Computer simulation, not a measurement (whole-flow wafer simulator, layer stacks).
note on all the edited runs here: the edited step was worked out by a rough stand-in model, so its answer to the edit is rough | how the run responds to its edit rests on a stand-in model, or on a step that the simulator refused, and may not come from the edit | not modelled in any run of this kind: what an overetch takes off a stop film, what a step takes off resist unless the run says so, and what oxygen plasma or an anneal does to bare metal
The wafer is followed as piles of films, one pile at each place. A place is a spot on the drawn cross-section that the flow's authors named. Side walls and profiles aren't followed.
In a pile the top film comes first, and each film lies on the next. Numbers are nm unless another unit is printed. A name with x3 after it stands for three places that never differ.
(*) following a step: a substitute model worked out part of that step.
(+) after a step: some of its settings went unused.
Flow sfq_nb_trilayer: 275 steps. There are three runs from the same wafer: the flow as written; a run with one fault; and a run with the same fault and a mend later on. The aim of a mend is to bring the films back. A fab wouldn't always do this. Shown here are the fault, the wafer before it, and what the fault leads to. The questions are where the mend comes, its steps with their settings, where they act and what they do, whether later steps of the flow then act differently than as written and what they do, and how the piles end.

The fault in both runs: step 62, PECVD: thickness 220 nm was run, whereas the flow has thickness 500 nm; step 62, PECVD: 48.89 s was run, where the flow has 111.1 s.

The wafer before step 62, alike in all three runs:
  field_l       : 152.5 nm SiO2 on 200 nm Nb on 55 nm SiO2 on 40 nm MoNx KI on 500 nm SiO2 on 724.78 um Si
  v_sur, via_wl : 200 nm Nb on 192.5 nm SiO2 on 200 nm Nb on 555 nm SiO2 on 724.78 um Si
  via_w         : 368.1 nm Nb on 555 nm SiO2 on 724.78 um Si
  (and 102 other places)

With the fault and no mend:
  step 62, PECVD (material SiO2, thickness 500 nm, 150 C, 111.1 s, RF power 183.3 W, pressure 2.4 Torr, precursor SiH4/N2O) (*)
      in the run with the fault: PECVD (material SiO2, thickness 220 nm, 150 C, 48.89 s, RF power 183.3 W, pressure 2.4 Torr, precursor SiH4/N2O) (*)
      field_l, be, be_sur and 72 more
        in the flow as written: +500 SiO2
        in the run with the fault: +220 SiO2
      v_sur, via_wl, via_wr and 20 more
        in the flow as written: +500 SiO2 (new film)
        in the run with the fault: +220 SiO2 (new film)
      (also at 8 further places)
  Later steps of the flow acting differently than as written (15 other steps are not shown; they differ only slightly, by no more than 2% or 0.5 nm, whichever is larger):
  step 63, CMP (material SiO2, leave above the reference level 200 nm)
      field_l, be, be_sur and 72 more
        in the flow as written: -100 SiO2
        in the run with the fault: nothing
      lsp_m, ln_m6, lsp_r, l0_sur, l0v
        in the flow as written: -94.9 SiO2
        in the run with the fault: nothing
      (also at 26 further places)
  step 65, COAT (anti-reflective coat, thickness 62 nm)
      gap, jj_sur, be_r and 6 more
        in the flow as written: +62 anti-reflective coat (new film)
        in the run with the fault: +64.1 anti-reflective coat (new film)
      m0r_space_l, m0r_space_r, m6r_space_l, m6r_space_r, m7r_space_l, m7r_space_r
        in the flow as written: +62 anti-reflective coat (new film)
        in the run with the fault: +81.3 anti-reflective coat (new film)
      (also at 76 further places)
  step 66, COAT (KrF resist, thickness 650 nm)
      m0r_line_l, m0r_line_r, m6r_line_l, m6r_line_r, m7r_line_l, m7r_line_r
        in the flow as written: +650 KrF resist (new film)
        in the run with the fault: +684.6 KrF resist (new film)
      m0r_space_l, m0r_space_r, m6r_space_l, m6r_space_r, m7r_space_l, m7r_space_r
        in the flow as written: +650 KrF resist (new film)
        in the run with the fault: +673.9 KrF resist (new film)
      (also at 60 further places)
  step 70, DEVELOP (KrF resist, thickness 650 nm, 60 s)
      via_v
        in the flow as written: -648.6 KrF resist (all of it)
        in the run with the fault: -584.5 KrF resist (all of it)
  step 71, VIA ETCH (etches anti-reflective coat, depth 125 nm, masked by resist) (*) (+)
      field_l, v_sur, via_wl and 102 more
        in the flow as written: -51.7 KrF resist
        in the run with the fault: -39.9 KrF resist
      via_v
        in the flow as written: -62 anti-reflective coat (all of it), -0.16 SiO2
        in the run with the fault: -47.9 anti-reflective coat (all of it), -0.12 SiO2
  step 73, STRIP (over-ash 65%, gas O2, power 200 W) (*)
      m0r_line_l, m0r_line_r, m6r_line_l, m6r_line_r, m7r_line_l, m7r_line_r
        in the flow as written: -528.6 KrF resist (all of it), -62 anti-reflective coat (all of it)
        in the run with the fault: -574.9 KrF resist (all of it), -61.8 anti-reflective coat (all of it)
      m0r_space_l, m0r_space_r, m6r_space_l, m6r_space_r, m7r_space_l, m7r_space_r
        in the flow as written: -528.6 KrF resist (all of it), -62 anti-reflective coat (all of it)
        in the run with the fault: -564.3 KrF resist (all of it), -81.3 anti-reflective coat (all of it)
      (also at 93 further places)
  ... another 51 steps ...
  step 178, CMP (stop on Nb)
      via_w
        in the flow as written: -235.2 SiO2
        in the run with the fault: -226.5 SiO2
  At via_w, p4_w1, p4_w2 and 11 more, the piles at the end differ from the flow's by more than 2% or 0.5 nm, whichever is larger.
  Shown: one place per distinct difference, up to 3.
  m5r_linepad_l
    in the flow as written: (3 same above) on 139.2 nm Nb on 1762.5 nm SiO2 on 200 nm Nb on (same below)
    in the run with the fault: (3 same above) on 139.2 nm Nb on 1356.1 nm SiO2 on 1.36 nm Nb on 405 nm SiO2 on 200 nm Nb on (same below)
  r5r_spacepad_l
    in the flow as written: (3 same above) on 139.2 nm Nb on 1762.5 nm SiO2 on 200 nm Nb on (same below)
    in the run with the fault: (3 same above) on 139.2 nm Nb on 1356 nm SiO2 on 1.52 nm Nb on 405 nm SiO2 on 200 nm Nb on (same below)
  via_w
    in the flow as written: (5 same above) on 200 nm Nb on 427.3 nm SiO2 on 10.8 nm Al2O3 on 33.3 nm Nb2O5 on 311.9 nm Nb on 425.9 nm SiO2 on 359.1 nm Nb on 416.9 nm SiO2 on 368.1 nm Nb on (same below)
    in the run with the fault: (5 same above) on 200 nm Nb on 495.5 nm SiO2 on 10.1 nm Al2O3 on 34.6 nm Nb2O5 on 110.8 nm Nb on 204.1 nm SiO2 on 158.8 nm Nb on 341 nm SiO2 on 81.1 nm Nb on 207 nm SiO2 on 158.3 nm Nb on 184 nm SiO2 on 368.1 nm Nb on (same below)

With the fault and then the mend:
  After step 62 comes the mend.
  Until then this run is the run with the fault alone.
  step 62a, PECVD (material SiO2, thickness 280 nm, 150 C, 62.22 s, RF power 183.3 W, pressure 2.4 Torr, precursor SiH4/N2O) (*) (the flow's step 62 again, with other settings)
      field_l, v_sur, via_wl and 102 more
        +280 SiO2
      via_w
        +390 SiO2
  Later steps of the flow acting differently than as written:
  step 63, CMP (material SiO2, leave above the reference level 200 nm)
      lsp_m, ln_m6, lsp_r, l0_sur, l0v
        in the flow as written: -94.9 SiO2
        in the run with the mend: -100 SiO2
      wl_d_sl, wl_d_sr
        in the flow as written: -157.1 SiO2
        in the run with the mend: -100 SiO2
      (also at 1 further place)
  The piles end the same as the flow's at every place that both follow.
